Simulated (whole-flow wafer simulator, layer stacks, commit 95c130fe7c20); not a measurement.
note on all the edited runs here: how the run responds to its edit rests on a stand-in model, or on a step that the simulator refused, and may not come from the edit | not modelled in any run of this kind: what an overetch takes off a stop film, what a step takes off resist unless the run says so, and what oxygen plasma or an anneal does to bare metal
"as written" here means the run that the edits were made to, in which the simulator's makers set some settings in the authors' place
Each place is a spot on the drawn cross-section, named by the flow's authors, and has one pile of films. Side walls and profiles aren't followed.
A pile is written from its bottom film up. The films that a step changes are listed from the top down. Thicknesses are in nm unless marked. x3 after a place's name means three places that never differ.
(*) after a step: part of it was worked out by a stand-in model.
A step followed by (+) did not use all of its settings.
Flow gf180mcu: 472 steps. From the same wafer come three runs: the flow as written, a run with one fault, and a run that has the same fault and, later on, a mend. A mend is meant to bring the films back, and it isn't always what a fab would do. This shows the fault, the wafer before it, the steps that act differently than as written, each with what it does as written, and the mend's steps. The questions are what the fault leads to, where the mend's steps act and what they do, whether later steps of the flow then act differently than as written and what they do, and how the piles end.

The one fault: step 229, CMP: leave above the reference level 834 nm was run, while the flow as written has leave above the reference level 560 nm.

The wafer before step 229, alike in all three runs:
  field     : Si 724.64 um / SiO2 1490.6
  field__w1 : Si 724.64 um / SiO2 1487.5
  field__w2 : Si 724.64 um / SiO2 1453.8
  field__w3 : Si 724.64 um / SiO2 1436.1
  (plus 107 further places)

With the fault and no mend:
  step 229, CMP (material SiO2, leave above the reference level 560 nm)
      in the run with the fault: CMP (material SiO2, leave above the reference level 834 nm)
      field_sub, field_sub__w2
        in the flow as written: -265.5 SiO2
        in the run with the fault: nothing
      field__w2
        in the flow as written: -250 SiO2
        in the run with the fault: nothing
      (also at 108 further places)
  Steps further on in the flow that do not act as written (not shown: 4 more steps that differ only slightly, by at most 2% or 0.5 nm, whichever is larger):
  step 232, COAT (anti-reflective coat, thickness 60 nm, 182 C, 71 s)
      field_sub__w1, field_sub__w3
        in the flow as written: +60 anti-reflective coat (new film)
        in the run with the fault: +57.6 anti-reflective coat (new film)
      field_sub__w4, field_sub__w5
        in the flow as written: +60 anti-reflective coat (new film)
        in the run with the fault: +57.9 anti-reflective coat (new film)
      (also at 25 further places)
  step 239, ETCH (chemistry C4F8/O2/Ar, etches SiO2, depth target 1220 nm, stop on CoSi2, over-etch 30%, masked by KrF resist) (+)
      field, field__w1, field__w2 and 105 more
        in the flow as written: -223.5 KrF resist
        in the run with the fault: -244 KrF resist
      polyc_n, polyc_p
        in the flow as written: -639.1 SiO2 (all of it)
        in the run with the fault: -913.1 SiO2 (all of it)
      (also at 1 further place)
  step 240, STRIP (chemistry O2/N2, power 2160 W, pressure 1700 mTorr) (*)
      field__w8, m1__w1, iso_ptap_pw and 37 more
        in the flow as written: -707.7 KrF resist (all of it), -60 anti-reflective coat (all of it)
        in the run with the fault: -687.2 KrF resist (all of it), -60 anti-reflective coat (all of it)
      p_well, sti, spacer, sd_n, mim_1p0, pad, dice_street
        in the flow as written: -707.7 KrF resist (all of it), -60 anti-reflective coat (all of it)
        in the run with the fault: -687.2 KrF resist (all of it), -59.6 anti-reflective coat (all of it)
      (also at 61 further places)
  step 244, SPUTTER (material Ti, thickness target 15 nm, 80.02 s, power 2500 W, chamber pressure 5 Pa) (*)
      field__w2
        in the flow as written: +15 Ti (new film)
        in the run with the fault: +14.1 Ti (new film)
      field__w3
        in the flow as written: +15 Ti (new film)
        in the run with the fault: +14.2 Ti (new film)
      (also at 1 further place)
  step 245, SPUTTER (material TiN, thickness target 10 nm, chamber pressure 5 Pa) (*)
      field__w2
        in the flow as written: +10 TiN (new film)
        in the run with the fault: +9.35 TiN (new film)
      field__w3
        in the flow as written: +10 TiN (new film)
        in the run with the fault: +9.48 TiN (new film)
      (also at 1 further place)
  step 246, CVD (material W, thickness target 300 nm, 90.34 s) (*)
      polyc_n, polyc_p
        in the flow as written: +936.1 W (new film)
        in the run with the fault: +1210.1 W (new film)
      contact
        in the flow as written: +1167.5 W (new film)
        in the run with the fault: +1443.5 W (new film)
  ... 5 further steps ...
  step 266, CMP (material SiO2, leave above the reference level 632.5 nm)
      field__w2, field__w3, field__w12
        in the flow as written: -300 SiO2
        in the run with the fault: -288.4 SiO2
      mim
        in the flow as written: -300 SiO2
        in the run with the fault: -287.7 SiO2
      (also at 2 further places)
  By the end, the piles at field, field__w1, field__w2 and 109 more depart from the flow's by more than 2% or 0.5 nm, whichever is larger.
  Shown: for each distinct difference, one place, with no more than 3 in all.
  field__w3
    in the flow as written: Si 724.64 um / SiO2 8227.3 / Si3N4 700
    in the run with the fault: Si 724.64 um / SiO2 1432.6 / Ti 14.2 / TiN 9.48 / W 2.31 / SiO2 7042.5 / Si3N4 700
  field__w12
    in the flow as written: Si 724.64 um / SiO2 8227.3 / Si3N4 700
    in the run with the fault: Si 724.64 um / SiO2 1432.4 / Ti 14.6 / TiN 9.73 / W 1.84 / SiO2 7042.5 / Si3N4 700
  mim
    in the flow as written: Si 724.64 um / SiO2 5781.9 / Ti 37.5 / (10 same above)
    in the run with the fault: Si 724.64 um / SiO2 1421.8 / Ti 14.7 / TiN 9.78 / W 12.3 / SiO2 4597.1 / Ti 37.5 / (10 same above)

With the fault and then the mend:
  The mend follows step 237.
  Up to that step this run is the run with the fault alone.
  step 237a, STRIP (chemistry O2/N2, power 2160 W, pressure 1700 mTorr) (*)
      field__w8, m1__w1, iso_ptap_pw and 37 more
        -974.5 KrF resist (all of it), -60 anti-reflective coat (all of it)
      p_well, sti, spacer, sd_n, mim_1p0, pad, dice_street
        -974.5 KrF resist (all of it), -59.6 anti-reflective coat (all of it)
      field, field__w10, m1_nw
        -974.2 KrF resist (all of it), -59.9 anti-reflective coat (all of it)
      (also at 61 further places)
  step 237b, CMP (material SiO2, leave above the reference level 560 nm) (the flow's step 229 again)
      field, field__w1, field__w5 and 98 more
        -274 SiO2
      field_sub, field_sub__w2
        -265.5 SiO2
      field__w2
        -250 SiO2
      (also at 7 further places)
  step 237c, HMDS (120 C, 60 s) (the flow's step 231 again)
      leaves every film unchanged at each place that is followed
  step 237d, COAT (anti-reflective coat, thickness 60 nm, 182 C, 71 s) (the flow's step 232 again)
      field, field__w1, field__w2 and 108 more
        +60 anti-reflective coat (new film)
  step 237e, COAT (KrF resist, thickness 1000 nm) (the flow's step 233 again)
      field, field__w1, field__w2 and 108 more
        +1000 KrF resist (new film)
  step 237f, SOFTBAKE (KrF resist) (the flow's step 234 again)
      leaves every film unchanged at each place that is followed
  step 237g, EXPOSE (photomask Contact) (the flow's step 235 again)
      leaves every film unchanged at each place that is followed
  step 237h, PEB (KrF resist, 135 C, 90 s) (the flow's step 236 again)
      field, field__w1, field__w2 and 108 more
        -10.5 KrF resist
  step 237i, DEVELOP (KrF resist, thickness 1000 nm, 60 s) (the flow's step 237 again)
      field, field__w1, field__w2 and 105 more
        -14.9 KrF resist
      contact, polyc_n, polyc_p
        -989.5 KrF resist (all of it)
  Every later step of the flow that is run acts as written at every place that is followed.
  The piles end the same as the flow's at every place that both follow.
